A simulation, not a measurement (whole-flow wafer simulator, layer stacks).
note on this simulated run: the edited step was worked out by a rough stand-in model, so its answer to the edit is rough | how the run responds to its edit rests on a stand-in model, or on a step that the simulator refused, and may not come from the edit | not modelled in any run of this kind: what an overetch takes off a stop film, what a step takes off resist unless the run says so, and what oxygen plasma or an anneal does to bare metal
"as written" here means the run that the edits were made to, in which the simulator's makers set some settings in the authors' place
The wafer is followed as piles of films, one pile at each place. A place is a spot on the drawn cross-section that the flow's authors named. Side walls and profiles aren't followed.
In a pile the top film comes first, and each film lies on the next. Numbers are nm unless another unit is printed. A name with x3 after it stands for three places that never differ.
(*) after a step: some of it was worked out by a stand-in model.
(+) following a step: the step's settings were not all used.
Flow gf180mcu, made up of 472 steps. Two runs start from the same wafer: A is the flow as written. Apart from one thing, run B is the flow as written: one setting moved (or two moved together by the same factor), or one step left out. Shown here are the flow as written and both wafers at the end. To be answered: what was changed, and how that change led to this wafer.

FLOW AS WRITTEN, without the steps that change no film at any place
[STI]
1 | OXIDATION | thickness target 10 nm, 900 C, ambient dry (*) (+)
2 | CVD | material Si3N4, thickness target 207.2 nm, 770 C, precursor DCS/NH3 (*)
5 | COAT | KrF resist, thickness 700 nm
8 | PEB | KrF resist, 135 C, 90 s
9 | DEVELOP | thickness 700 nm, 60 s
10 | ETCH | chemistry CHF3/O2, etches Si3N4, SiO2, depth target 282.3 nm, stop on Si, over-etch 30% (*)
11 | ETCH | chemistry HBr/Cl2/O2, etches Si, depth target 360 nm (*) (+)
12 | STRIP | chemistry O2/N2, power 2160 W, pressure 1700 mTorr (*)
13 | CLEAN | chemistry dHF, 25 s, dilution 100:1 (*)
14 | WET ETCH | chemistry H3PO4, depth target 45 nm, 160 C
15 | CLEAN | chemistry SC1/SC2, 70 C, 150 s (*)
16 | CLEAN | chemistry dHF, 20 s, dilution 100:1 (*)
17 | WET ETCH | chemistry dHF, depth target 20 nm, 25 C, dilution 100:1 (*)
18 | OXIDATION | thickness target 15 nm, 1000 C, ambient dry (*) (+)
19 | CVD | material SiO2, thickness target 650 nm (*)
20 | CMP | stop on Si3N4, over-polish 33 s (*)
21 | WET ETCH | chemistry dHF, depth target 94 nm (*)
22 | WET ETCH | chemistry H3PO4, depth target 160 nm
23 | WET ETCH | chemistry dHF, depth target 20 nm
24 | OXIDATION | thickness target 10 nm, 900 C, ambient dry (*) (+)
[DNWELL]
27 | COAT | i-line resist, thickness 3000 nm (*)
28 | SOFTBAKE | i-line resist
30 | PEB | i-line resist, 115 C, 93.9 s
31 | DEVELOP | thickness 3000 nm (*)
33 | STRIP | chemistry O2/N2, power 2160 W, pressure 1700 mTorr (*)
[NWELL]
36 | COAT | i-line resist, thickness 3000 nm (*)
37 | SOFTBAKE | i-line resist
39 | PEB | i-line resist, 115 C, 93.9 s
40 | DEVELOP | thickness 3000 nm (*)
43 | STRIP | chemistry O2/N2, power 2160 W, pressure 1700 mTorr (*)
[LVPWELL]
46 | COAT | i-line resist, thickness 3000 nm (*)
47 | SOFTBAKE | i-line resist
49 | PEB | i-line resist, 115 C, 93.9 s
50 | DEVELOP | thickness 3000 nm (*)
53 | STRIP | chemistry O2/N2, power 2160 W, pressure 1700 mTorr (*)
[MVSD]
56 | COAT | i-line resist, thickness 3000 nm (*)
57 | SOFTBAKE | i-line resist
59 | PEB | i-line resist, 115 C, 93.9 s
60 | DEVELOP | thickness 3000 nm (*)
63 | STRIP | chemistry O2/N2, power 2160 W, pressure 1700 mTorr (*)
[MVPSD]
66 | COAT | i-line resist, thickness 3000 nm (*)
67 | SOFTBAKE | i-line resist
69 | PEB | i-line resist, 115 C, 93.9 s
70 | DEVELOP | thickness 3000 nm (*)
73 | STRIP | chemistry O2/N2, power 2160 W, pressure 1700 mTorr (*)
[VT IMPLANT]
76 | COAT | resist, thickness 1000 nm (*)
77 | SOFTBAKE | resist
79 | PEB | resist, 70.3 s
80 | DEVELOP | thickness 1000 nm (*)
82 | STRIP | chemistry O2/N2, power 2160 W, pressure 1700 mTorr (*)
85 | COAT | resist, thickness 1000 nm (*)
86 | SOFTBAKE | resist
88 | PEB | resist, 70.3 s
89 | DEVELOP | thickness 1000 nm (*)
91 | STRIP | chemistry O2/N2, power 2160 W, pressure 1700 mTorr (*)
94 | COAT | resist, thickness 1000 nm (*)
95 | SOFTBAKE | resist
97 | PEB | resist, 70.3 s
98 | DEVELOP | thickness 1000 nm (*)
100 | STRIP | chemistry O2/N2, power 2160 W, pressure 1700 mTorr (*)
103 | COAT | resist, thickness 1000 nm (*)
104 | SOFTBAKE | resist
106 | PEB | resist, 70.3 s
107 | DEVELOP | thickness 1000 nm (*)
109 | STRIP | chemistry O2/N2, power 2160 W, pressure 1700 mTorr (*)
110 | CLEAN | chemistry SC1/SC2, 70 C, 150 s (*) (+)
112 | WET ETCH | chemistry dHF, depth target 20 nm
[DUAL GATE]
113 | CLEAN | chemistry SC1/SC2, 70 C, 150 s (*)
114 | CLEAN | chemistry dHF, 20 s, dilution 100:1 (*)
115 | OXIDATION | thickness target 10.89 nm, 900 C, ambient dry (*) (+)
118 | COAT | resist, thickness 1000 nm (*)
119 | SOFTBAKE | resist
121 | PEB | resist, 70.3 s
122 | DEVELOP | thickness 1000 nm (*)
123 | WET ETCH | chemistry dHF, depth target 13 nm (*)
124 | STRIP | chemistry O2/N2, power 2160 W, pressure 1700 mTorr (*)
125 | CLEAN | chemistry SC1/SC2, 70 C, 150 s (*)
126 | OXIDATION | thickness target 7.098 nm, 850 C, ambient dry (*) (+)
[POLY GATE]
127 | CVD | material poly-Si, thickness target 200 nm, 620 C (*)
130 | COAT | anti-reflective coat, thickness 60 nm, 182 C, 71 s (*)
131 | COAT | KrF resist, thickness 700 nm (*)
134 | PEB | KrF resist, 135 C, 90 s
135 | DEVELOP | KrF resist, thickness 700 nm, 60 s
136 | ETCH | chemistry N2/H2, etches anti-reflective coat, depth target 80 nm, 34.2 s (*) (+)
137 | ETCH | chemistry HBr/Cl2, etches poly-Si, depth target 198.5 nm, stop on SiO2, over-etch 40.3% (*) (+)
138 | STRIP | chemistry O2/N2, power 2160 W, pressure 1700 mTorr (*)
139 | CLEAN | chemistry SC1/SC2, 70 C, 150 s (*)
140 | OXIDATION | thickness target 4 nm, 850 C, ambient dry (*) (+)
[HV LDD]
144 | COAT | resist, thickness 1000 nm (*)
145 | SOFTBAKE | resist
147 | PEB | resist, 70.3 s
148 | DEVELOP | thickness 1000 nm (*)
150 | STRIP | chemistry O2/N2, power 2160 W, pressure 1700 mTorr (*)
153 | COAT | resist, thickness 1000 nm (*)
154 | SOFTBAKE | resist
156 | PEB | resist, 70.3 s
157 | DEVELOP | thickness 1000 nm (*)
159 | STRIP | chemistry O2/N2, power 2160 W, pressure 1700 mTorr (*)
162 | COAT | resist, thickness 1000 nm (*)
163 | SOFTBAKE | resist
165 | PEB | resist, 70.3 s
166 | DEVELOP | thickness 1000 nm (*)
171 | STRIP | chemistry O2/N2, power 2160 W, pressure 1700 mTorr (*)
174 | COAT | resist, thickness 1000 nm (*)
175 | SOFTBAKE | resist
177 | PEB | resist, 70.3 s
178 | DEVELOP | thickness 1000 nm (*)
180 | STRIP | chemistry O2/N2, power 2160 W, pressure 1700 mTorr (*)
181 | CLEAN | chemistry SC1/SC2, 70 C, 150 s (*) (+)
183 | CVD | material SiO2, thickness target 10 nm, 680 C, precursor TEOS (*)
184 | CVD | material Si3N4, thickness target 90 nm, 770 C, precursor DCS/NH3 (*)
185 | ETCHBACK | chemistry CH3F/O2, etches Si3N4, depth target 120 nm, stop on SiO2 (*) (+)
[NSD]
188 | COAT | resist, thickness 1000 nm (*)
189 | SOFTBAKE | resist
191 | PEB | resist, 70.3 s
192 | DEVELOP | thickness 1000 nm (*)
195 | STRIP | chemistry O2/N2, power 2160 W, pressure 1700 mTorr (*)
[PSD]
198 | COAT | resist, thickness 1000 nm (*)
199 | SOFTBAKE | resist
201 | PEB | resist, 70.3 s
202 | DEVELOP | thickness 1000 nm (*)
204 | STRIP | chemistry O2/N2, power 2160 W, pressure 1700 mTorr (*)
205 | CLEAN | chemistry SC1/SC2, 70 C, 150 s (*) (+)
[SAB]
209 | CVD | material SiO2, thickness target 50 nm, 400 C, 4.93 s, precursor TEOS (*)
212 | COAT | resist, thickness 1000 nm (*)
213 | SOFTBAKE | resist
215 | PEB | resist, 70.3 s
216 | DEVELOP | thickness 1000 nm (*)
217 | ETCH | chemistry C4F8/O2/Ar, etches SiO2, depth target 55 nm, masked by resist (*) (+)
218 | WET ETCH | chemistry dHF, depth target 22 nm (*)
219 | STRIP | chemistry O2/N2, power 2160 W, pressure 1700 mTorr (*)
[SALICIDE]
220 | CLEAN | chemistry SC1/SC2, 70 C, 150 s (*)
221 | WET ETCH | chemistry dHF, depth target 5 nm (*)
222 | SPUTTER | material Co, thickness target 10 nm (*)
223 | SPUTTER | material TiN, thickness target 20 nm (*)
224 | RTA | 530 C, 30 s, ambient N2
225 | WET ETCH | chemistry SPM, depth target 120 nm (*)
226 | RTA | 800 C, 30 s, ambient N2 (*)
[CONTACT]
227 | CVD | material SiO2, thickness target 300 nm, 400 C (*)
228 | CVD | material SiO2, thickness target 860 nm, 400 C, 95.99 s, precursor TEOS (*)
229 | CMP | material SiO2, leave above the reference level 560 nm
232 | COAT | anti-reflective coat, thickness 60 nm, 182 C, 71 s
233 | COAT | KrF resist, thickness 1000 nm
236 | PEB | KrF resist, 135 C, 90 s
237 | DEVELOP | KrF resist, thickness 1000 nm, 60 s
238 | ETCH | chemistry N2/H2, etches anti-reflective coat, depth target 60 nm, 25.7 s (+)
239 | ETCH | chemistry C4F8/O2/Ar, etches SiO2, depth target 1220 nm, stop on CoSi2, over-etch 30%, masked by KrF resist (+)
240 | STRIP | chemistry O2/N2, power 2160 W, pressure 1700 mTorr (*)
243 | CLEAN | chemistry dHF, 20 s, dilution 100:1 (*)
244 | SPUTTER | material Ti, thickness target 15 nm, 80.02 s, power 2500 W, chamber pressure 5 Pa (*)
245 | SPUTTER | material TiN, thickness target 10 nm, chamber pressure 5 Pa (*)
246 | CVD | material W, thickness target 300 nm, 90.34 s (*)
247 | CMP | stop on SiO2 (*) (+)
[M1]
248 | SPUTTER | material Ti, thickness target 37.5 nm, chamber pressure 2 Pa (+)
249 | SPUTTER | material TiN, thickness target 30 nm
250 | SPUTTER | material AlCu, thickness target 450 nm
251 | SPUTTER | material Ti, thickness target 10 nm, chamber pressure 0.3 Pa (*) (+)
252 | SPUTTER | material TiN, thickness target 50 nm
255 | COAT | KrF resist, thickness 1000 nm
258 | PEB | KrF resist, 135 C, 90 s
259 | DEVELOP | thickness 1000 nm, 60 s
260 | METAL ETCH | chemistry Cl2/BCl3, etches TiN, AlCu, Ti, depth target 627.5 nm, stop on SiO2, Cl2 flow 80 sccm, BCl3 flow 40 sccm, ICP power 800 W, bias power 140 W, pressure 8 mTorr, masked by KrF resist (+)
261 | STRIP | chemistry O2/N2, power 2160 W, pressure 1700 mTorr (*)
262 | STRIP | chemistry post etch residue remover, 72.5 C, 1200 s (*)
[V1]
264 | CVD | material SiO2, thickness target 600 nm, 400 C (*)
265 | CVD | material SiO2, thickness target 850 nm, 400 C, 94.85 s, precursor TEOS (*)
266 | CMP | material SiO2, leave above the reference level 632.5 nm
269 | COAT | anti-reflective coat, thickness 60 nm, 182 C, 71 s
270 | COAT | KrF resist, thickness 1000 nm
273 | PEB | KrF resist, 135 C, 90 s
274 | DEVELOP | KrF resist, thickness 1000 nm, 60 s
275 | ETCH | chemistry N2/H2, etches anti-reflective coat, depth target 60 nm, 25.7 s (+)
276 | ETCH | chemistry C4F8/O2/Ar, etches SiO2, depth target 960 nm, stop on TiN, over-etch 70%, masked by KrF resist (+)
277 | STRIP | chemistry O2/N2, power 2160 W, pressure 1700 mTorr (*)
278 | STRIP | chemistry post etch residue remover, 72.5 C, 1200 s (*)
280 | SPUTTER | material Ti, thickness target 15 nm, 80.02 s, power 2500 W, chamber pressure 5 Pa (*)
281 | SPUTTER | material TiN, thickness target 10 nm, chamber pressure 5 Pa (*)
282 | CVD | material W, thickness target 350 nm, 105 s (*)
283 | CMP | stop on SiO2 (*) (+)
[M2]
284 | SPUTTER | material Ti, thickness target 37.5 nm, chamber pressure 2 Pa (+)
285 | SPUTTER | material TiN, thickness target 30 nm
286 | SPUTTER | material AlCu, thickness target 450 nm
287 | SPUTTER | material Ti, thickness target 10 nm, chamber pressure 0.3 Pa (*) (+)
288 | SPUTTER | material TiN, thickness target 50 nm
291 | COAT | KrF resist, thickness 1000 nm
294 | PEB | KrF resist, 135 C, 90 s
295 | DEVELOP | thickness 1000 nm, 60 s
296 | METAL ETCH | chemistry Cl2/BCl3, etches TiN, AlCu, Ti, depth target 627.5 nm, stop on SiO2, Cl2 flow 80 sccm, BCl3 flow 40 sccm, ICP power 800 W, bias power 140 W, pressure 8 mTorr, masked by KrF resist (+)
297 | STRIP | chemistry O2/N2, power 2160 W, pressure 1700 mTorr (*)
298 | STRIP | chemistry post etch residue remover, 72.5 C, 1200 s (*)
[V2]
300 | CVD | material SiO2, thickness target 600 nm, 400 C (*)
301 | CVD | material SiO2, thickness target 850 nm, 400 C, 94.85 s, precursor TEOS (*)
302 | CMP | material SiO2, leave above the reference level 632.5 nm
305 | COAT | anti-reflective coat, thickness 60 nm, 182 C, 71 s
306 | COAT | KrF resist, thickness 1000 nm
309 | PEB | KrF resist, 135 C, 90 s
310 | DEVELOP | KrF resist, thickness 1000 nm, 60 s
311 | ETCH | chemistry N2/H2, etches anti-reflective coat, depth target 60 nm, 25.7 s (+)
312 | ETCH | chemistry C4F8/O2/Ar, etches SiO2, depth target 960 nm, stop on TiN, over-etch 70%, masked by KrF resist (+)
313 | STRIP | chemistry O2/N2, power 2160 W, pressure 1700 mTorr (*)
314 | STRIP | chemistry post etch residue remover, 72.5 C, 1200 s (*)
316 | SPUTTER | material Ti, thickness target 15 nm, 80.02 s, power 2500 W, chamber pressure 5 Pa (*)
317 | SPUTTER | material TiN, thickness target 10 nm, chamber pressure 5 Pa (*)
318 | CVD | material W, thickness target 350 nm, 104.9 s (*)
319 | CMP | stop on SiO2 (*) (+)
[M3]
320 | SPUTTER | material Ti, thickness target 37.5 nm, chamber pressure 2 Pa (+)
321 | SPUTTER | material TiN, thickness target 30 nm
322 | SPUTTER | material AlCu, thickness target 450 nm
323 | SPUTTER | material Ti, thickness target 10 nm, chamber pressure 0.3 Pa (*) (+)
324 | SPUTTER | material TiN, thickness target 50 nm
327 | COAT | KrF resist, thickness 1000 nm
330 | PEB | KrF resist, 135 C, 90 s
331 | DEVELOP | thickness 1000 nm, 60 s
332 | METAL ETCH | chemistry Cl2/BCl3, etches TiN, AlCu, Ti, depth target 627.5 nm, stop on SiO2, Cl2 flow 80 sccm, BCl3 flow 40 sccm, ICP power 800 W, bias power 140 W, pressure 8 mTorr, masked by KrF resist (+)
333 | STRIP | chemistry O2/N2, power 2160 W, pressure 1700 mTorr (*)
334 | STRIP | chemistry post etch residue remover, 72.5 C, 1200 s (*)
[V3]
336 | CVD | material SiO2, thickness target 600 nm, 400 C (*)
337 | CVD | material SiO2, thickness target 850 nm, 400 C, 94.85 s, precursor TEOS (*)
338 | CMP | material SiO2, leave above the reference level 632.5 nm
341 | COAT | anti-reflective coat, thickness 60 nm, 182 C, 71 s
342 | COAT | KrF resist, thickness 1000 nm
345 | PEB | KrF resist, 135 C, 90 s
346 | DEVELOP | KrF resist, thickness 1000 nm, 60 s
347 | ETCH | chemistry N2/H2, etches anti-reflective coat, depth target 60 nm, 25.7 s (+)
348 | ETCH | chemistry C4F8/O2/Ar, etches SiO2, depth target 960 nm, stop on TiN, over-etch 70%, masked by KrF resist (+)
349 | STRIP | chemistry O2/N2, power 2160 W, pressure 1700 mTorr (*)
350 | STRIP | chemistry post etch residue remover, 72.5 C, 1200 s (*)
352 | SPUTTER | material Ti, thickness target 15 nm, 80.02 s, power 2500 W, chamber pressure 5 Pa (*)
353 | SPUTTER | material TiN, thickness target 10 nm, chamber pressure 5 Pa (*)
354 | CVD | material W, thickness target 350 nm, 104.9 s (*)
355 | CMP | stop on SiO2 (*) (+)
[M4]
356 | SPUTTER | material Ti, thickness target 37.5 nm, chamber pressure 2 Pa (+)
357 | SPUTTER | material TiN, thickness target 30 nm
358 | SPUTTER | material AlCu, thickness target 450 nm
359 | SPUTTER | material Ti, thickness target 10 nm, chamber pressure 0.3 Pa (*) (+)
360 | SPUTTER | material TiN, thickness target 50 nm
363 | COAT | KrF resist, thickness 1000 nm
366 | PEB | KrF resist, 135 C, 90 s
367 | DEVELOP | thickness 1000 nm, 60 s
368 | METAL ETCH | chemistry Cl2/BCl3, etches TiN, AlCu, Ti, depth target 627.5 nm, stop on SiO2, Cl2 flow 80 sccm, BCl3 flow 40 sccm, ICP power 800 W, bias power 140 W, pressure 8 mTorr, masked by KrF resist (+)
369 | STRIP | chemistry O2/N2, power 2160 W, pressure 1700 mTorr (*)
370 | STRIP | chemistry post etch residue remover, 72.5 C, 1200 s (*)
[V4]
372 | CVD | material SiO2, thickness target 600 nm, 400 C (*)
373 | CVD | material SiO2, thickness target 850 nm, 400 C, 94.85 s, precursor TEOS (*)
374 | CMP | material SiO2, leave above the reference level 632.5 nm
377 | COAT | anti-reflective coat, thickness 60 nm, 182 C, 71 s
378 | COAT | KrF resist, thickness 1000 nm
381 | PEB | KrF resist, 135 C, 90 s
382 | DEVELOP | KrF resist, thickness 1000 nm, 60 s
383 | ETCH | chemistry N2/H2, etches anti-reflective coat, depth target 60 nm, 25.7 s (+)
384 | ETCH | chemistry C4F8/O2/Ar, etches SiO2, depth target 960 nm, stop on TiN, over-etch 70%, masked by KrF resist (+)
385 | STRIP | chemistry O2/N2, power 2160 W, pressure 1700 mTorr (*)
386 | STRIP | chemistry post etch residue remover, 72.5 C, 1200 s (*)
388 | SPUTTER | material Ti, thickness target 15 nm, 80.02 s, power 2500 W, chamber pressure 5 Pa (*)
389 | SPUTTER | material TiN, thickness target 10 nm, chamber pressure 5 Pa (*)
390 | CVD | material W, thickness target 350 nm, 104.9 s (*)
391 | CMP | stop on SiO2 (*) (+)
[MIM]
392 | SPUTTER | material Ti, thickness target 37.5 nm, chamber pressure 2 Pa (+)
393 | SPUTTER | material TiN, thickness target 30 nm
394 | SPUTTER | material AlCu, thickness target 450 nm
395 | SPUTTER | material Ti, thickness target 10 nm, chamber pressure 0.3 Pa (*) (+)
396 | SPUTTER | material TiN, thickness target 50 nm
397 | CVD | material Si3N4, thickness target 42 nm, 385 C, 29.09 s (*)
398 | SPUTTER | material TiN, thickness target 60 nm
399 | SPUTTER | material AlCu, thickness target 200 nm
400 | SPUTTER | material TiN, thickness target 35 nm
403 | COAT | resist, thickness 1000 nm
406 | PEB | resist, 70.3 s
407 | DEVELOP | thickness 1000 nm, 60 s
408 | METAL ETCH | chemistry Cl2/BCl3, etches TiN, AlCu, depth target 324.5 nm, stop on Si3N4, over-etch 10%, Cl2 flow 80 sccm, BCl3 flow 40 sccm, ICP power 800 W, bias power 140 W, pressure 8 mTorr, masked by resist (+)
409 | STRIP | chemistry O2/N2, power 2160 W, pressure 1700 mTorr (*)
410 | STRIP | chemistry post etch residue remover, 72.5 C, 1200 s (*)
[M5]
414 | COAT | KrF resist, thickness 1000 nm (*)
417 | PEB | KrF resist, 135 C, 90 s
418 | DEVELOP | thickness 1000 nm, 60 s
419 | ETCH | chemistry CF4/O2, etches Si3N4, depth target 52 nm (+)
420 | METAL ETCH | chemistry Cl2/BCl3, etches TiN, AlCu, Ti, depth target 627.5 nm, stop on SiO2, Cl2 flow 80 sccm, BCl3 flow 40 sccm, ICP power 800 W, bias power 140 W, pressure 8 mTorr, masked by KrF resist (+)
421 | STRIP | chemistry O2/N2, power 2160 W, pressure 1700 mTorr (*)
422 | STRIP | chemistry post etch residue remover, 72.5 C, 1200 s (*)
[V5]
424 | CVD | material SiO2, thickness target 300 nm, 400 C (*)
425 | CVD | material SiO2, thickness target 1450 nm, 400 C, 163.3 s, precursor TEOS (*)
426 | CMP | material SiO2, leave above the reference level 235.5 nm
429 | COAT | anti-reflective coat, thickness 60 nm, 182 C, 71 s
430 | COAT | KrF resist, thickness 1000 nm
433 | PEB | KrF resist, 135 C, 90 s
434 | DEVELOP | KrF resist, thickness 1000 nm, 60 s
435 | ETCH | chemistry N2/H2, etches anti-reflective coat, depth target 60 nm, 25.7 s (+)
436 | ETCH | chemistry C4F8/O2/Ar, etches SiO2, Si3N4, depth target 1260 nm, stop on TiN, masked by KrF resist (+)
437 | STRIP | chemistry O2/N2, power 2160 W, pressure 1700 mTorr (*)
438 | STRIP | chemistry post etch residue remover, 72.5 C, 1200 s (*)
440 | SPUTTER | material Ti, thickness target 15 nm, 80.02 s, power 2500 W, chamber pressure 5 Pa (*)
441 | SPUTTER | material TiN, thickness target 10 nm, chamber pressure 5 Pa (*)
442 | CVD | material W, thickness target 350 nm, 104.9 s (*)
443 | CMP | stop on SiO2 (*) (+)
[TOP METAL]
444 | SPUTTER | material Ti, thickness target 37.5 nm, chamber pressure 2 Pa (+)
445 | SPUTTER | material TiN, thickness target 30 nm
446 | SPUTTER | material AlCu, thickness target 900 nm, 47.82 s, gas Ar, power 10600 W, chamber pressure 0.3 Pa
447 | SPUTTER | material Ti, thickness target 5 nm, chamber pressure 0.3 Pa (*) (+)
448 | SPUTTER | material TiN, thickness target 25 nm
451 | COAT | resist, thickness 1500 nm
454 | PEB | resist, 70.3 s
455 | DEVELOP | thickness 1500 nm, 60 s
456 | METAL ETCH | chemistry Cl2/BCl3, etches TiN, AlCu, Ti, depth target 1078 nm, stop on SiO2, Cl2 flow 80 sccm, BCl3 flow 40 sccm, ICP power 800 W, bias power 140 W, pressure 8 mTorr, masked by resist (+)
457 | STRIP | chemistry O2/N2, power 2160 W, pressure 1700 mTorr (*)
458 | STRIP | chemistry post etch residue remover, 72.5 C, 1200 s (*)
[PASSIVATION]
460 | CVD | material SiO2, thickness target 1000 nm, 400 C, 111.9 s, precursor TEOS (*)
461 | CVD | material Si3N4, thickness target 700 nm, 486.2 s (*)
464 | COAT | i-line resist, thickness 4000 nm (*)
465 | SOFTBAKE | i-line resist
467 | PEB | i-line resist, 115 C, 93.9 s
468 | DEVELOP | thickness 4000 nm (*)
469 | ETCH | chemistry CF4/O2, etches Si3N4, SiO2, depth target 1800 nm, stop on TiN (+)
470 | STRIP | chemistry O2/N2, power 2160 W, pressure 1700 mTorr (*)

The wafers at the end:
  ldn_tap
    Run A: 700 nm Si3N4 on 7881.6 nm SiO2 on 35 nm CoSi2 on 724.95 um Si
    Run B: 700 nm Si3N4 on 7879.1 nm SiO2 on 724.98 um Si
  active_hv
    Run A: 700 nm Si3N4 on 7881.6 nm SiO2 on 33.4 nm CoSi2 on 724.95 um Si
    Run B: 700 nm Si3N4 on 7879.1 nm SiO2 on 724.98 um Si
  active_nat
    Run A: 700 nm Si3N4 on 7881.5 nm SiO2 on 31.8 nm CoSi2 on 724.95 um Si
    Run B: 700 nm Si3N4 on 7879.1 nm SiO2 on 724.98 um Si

Cause: step 126, OXIDATION: 977 C was run, though the flow has 850 C.

Step by step, how the change led to this:
  126 | OXIDATION | thickness target 7.098 nm, 850 C, ambient dry (*) (+)
      gate_hv, active_hv, active_nat and 25 more: A +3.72 SiO2, -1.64 Si | B +17.3 SiO2, -7.62 Si
      active, n_well, p_well and 12 more: A +7.1 SiO2 (new film), -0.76 chemical SiO2 (all of it), -2.79 Si | B +23.7 SiO2 (new film), -0.76 chemical SiO2 (all of it), -10.1 Si
      (also at 49 further places)
  130 | COAT | anti-reflective coat, thickness 60 nm, 182 C, 71 s (*)
      p_well, spacer, sd_n: A +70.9 anti-reflective coat (new film) | B +63.6 anti-reflective coat (new film)
      field__w1: A +50.8 anti-reflective coat (new film) | B +53.2 anti-reflective coat (new film)
      (also at 60 further places)
  136 | ETCH | chemistry N2/H2, etches anti-reflective coat, depth target 80 nm, 34.2 s (*) (+)
      p_well, spacer, sd_n: A -70.9 anti-reflective coat (all of it), -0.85 poly-Si | B -63.6 anti-reflective coat (all of it), -1.04 poly-Si
      field__w1: A -50.8 anti-reflective coat (all of it), -1.37 poly-Si | B -53.2 anti-reflective coat (all of it), -1.3 poly-Si
      (also at 42 further places)
  138 | STRIP | chemistry O2/N2, power 2160 W, pressure 1700 mTorr (*)
      gate: A +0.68 chemical SiO2 (new film), -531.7 KrF resist (all of it), -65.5 anti-reflective coat (all of it), -0.3 poly-Si | B +0.68 chemical SiO2 (new film), -530.9 KrF resist (all of it), -62 anti-reflective coat (all of it), -0.3 poly-Si
      gate_p: A +0.68 chemical SiO2 (new film), -530.6 KrF resist (all of it), -65.9 anti-reflective coat (all of it), -0.3 poly-Si | B +0.68 chemical SiO2 (new film), -530.2 KrF resist (all of it), -62.4 anti-reflective coat (all of it), -0.3 poly-Si
      (also at 16 further places)
  145 | SOFTBAKE | resist
      nw_enc_fld_lv__w3: A +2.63 resist | B -0.91 resist
  154 | SOFTBAKE | resist
      nw_enc_fld_lv__w3: A +2.63 resist | B -0.91 resist
  163 | SOFTBAKE | resist
      nw_enc_fld_lv__w3: A +2.63 resist | B -0.91 resist
  175 | SOFTBAKE | resist
      nw_enc_fld_lv__w3: A +2.63 resist | B -0.91 resist
  189 | SOFTBAKE | resist
      nw_enc_fld_lv__w3: A +2.11 resist | B -1.71 resist
      field_sub__w1: A +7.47 resist | B +10 resist
  199 | SOFTBAKE | resist
      nw_enc_fld_lv__w3: A +2.11 resist | B -1.71 resist
      field_sub__w1: A +7.47 resist | B +10 resist
  218 | WET ETCH | chemistry dHF, depth target 22 nm (*)
      ldn_tap, ldn_src, ldn_drn, ldp_tap, ldp_src, ldp_drn, ldp_gr: A -16 SiO2 (all of it) | B -22.5 SiO2
      active, sd_n, iso_ntap_nw: A -9.01 SiO2 (all of it) | B -22.6 SiO2
      (also at 13 further places)
  219 | STRIP | chemistry O2/N2, power 2160 W, pressure 1700 mTorr (*)
      active, p_well, sd_n and 20 more: A +0.91 chemical SiO2 (new film), -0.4 Si | B nothing
  221 | WET ETCH | chemistry dHF, depth target 5 nm (*)
      active_hv, active_nat, ld_sd_n and 11 more: A -0.76 chemical SiO2 (all of it) | B -2.51 SiO2
      active, sd_n, iso_ntap_nw: A -0.76 chemical SiO2 (all of it) | B -2.48 SiO2 (all of it)
      (also at 6 further places)
  224 | RTA | 530 C, 30 s, ambient N2
      ldn_tap, ldn_src, ldn_drn, ldp_tap, ldp_src, ldp_drn, ldp_gr: A under 1 film: +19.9 CoSi (new film), -10 Co (all of it), -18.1 Si | B nothing
      active_hv: A under 1 film: +19 CoSi (new film), -9.55 Co (all of it), -17.3 Si | B nothing
      (also at 5 further places)
  225 | WET ETCH | chemistry SPM, depth target 120 nm (*)
      ldn_tap, ldn_src, ldn_drn, ldp_tap, ldp_src, ldp_drn, ldp_gr: A -20 TiN (all of it) | B -20 TiN (all of it), -10 Co (all of it)
      active_hv: A -19 TiN (all of it) | B -19 TiN (all of it), -9.52 Co (all of it)
      (also at 5 further places)
  226 | RTA | 800 C, 30 s, ambient N2 (*)
      ldn_tap, ldn_src, ldn_drn, ldp_tap, ldp_src, ldp_drn, ldp_gr: A +35 CoSi2 (new film), -19.9 CoSi (all of it), -18.1 Si | B nothing
      active_hv: A +33.4 CoSi2 (new film), -19 CoSi (all of it), -17.3 Si | B nothing
      (also at 6 further places)
  ... 1 other step ...
  229 | CMP | material SiO2, leave above the reference level 560 nm
      gate_hv, gate_nat, ld_gate_n and 11 more: A -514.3 SiO2 | B -528.5 SiO2
      ldn_sep__w1, ldn_sep__w2, ldn_dft and 8 more: A -311 SiO2 | B -319.3 SiO2
      (also at 60 further places)
With metal films that touch counted as one body, ldn_tap has 0 bodies; the flow as written gives 1 body.
With metal films that touch counted as one body, active_hv has 0 bodies; the flow as written gives 1 body.
With metal films that touch counted as one body, active_nat has 0 bodies; the flow as written gives 1 body.
